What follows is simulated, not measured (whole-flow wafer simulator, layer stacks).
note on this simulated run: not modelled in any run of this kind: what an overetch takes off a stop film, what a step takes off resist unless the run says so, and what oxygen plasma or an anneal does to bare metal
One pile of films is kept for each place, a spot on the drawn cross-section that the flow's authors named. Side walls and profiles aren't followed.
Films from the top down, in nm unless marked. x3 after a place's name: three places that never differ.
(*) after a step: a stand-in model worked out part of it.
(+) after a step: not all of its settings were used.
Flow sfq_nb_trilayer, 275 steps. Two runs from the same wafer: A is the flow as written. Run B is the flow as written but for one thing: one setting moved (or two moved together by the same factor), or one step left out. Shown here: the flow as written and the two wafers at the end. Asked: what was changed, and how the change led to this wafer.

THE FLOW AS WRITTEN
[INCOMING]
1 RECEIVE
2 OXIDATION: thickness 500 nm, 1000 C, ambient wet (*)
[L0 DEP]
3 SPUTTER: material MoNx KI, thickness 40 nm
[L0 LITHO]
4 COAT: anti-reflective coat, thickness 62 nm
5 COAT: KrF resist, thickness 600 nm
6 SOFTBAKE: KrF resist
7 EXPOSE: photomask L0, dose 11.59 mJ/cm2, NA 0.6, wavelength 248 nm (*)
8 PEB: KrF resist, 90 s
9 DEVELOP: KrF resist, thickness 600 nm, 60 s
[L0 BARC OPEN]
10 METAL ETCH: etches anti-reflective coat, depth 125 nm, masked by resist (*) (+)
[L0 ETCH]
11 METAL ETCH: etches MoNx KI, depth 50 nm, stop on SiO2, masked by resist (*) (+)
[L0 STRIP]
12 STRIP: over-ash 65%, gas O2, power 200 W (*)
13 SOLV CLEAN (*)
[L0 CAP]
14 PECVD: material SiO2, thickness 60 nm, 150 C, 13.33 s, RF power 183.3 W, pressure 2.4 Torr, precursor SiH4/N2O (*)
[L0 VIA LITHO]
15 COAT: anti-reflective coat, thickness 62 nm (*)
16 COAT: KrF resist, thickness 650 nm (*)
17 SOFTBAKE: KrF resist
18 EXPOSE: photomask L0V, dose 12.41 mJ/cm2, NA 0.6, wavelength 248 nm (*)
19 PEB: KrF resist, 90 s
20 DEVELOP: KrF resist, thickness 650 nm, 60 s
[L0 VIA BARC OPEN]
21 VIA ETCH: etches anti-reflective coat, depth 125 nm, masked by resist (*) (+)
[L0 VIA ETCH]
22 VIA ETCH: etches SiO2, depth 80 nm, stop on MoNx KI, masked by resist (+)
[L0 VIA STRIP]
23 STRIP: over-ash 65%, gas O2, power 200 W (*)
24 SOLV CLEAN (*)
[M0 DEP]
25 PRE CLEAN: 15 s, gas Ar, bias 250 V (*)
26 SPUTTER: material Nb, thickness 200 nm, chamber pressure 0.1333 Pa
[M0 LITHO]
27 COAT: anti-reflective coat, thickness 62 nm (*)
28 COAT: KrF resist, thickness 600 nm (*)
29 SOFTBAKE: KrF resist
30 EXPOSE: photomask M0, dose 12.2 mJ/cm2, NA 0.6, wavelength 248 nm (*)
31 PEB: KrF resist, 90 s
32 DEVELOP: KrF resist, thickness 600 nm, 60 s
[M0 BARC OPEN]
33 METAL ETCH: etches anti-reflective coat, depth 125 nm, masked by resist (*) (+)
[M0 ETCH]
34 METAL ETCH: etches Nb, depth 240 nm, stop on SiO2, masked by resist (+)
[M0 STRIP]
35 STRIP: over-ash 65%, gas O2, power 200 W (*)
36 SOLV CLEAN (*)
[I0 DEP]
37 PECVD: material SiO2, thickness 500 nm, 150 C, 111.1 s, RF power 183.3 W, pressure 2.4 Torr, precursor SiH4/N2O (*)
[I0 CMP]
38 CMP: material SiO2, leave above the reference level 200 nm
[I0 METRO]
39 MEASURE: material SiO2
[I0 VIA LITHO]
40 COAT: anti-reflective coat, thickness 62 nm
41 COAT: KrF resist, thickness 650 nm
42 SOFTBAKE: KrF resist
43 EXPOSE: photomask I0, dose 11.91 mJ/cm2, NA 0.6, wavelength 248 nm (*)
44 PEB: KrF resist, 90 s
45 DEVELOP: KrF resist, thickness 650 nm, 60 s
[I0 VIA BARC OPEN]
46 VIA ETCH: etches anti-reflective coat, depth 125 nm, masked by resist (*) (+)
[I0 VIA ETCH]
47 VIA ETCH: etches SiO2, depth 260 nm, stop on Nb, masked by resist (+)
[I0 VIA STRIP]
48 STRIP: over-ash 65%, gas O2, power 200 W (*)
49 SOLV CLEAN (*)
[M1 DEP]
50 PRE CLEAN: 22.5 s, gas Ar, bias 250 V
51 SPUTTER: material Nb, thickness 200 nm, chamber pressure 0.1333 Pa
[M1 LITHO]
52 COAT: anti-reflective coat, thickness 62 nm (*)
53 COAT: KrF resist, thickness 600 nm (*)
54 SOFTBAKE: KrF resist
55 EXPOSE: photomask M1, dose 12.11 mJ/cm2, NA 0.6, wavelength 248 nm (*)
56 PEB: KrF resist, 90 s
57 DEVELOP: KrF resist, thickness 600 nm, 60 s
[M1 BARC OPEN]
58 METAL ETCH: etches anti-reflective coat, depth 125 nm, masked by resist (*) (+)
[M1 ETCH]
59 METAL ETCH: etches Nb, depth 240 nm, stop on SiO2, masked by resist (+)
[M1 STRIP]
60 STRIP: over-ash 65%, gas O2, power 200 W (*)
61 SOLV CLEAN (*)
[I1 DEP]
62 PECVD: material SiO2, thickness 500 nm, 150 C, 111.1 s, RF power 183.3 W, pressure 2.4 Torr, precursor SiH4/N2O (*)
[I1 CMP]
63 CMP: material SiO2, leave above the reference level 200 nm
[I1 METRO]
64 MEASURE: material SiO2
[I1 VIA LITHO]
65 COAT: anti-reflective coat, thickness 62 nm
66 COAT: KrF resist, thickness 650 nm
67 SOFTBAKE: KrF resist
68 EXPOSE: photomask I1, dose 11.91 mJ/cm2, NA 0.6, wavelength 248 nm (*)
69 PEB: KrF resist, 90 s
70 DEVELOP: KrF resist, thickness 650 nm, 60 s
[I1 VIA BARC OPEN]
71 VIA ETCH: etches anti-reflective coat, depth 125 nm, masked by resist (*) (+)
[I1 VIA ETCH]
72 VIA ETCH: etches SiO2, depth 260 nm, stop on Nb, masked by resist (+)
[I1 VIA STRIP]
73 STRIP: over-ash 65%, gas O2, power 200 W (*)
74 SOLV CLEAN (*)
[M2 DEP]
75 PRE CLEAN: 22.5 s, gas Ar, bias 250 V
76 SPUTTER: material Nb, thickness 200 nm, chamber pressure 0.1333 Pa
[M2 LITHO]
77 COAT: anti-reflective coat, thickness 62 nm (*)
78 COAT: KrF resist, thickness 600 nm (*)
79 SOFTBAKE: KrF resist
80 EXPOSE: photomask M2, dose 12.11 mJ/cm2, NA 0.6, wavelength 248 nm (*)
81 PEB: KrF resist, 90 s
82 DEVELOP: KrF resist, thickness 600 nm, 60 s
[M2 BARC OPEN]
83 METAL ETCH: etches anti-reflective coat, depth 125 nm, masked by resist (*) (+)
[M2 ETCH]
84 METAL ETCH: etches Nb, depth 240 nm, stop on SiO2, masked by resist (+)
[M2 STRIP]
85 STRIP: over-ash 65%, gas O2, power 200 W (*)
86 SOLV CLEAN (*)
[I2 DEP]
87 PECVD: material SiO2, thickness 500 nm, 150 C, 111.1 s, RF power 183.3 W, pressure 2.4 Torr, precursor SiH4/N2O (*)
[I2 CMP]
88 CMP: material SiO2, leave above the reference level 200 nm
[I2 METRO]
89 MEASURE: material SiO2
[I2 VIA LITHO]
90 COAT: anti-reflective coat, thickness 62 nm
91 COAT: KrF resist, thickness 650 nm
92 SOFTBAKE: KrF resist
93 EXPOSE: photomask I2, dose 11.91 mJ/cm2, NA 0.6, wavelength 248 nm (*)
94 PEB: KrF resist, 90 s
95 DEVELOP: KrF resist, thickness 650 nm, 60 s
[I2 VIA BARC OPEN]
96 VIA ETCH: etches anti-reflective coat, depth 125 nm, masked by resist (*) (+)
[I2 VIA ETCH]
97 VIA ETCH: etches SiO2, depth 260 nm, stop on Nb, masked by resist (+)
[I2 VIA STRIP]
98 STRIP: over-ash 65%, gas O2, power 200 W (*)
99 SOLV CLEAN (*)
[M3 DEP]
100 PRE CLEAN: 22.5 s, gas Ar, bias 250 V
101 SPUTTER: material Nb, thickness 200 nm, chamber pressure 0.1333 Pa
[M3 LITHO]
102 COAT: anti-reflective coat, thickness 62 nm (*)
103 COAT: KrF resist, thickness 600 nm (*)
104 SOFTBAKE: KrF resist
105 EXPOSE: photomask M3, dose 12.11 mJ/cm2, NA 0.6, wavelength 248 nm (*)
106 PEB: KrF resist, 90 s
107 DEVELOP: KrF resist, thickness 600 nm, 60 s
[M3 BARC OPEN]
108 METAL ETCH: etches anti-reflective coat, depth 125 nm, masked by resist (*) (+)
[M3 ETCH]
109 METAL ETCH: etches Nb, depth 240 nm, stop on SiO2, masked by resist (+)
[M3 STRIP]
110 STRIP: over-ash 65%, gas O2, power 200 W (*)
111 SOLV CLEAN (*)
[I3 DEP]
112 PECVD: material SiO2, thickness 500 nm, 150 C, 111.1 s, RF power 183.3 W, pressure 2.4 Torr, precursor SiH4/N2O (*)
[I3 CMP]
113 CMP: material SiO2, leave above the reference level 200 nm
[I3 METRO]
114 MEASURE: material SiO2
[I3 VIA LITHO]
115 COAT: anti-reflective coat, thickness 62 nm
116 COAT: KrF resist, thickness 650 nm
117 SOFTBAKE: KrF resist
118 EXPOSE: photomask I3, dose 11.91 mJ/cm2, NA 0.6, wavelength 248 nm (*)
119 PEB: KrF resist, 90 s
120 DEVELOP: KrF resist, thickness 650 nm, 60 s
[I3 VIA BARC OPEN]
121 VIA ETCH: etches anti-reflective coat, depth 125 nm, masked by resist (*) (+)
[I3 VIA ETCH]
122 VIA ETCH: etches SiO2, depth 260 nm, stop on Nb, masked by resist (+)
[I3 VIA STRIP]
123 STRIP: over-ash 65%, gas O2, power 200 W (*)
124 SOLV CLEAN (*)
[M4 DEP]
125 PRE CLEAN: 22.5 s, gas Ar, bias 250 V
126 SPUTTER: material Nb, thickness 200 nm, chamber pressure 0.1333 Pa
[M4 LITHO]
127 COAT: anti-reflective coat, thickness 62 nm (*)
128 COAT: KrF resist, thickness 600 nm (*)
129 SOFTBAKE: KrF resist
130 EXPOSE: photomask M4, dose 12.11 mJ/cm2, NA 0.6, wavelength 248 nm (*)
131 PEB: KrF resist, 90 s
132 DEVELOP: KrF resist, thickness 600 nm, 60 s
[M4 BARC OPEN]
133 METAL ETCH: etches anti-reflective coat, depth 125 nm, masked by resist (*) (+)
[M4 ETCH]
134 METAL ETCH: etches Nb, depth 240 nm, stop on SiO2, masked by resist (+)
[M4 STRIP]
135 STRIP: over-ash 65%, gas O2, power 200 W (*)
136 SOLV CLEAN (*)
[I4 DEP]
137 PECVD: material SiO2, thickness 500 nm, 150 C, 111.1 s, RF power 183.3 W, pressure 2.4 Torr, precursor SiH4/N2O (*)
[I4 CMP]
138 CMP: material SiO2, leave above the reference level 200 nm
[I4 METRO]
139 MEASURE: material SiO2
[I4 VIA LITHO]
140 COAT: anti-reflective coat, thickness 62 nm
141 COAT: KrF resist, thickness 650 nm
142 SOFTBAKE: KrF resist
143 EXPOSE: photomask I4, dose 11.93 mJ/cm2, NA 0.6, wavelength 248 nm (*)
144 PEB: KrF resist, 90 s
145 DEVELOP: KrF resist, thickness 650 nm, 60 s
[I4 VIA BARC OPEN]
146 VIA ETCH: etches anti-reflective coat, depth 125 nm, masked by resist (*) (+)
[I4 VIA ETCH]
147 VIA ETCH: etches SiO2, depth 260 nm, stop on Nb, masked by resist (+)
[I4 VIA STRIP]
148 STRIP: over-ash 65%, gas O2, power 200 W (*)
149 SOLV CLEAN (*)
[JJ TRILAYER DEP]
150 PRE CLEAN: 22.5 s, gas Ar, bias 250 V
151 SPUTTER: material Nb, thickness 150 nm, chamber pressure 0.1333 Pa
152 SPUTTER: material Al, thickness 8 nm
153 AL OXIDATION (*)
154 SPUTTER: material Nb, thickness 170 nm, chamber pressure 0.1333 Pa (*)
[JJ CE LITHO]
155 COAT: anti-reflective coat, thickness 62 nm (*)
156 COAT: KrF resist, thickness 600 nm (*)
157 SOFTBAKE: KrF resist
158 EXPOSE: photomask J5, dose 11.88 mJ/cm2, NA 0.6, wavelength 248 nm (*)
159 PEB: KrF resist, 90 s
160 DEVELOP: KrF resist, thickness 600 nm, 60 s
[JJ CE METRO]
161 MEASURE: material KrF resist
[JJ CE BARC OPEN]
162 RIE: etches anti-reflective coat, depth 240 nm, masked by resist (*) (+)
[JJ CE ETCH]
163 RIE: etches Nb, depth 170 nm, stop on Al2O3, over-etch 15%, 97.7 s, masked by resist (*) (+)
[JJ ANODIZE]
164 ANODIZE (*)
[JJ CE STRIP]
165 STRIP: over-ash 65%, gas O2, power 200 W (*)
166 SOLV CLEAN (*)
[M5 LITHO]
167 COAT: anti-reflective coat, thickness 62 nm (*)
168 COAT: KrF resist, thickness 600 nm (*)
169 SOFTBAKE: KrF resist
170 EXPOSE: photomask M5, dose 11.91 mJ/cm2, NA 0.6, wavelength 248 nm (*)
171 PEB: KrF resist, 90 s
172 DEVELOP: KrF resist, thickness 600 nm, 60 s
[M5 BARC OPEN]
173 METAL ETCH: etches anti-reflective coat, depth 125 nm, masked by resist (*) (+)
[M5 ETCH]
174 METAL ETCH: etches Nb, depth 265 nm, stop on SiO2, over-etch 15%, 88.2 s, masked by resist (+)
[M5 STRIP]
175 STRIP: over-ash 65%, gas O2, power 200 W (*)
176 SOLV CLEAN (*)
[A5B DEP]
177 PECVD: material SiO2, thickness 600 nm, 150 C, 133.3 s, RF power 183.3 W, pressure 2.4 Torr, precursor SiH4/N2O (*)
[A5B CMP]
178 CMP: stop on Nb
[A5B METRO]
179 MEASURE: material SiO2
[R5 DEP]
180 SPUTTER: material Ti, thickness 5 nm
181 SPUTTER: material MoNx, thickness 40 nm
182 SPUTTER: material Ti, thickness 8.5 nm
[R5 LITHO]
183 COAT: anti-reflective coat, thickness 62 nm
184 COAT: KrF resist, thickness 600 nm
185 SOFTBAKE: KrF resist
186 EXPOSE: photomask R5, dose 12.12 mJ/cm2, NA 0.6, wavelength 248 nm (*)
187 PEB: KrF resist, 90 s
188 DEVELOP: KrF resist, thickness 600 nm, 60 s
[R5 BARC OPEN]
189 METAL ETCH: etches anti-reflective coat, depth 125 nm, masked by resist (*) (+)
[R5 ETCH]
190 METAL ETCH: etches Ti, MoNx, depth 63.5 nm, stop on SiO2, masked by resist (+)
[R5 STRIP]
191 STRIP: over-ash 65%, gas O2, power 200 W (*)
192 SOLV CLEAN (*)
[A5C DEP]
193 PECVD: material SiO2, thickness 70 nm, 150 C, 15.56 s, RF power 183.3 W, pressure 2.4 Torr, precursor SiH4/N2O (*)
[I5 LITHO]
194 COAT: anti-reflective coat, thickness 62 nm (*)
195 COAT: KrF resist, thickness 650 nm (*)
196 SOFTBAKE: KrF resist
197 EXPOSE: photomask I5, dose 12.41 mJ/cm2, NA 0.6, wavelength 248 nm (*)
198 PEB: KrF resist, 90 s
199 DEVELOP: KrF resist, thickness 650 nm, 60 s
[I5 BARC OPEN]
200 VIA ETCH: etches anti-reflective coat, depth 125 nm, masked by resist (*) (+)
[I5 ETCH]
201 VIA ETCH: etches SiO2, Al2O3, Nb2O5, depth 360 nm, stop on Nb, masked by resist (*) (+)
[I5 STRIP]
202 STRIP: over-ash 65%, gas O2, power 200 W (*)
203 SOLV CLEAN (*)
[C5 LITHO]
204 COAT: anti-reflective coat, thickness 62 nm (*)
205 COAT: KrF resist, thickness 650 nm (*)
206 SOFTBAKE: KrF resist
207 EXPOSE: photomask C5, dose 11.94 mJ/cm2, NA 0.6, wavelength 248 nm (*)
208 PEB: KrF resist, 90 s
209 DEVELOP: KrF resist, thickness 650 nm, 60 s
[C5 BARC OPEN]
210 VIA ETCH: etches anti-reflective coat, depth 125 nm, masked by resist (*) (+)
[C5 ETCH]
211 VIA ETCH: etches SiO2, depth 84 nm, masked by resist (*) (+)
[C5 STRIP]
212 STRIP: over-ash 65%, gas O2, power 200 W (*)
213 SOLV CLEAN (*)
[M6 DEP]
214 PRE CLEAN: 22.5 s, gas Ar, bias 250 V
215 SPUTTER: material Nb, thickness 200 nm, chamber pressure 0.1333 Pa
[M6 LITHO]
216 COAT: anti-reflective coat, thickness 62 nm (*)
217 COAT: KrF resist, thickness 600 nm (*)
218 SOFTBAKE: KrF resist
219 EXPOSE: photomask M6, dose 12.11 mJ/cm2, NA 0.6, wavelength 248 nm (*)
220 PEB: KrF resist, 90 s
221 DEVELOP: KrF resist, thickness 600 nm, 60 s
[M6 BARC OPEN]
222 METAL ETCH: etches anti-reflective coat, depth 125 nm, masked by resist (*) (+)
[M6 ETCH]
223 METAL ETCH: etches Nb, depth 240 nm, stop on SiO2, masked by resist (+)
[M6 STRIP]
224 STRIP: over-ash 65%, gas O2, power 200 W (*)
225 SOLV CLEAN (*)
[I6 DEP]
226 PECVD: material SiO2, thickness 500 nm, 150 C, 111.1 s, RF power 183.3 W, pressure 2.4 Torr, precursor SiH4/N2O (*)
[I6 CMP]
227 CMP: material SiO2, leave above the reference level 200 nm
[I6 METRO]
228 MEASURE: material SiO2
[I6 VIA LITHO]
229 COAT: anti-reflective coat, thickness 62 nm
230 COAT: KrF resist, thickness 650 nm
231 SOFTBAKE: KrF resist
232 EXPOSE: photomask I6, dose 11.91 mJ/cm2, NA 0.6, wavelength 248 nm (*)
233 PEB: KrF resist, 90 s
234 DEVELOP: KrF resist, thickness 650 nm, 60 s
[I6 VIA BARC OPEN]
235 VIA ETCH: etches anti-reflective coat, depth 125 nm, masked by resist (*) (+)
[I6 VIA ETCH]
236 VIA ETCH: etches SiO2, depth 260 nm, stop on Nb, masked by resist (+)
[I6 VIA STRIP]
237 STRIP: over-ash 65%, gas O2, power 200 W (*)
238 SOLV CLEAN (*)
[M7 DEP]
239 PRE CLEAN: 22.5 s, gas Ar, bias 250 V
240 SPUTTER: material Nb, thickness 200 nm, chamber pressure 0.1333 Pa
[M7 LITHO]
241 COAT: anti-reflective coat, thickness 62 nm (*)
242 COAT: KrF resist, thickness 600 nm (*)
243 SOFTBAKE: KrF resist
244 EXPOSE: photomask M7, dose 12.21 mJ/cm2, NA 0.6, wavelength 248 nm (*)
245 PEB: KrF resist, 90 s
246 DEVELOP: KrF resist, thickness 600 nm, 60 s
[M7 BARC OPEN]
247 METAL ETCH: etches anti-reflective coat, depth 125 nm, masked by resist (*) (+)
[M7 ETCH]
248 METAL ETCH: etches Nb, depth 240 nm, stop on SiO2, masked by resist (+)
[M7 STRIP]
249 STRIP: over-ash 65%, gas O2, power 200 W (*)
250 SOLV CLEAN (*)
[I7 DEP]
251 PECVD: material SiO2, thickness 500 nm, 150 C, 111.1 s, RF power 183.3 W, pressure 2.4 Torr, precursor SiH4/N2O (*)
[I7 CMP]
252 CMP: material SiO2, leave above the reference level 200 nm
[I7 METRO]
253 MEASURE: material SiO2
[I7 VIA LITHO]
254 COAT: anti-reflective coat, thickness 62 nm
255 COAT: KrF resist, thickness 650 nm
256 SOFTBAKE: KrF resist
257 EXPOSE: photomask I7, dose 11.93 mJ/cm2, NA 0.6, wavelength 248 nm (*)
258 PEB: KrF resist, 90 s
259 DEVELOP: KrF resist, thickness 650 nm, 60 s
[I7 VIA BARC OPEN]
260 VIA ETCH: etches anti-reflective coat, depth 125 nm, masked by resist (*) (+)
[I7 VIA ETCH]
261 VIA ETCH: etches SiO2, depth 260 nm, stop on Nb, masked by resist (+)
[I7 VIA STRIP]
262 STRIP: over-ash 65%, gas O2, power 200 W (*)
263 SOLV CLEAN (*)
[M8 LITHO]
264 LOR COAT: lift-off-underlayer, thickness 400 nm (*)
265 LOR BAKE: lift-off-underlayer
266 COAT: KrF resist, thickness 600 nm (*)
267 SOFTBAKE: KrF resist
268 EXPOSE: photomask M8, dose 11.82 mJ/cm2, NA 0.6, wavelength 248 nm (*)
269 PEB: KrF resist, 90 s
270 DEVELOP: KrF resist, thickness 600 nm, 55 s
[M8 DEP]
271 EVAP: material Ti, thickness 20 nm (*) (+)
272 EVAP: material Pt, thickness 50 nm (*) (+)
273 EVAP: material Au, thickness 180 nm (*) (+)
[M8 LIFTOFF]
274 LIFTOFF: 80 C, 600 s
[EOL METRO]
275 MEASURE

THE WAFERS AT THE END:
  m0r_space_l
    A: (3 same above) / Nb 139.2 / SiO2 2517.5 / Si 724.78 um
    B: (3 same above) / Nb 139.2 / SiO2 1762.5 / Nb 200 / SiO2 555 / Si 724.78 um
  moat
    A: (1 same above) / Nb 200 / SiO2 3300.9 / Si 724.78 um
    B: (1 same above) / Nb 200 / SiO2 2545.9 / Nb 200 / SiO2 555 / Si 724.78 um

The cause: step 34, METAL ETCH: etches Nb, depth 240 nm, stop on SiO2, masked by resist (+), was left out.

How the change led to this, step by step:
  35 STRIP: over-ash 65%, gas O2, power 200 W (*)
      p4_fl, p4_fm, p4_w1 and 68 more: A KrF resist -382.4 (all of it), anti-reflective coat -62 (all of it) | B KrF resist -523.6 (all of it), anti-reflective coat -62 (all of it)
      c5j, ce_r, sp_r, be_r, r_sur, res: A KrF resist -389 (all of it), anti-reflective coat -63.6 (all of it) | B KrF resist -530.2 (all of it), anti-reflective coat -63.6 (all of it)
      (and at 26 more places)
  37 PECVD: material SiO2, thickness 500 nm, 150 C, 111.1 s, RF power 183.3 W, pressure 2.4 Torr, precursor SiH4/N2O (*)
      moat, m0r_space_l, m0r_space_r: A SiO2 +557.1 | B SiO2 +500 (new film)
  38 CMP: material SiO2, leave above the reference level 200 nm
      moat, m0r_space_l, m0r_space_r: A SiO2 -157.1 | B SiO2 -300
Counting metal films that touch as one body, m0r_space_l has 2 bodies (between them, from the top down: SiO2 1762.5); the flow as written gives 1 body.
Counting metal films that touch as one body, moat has 2 bodies (between them, from the top down: SiO2 2545.9); the flow as written gives 1 body.
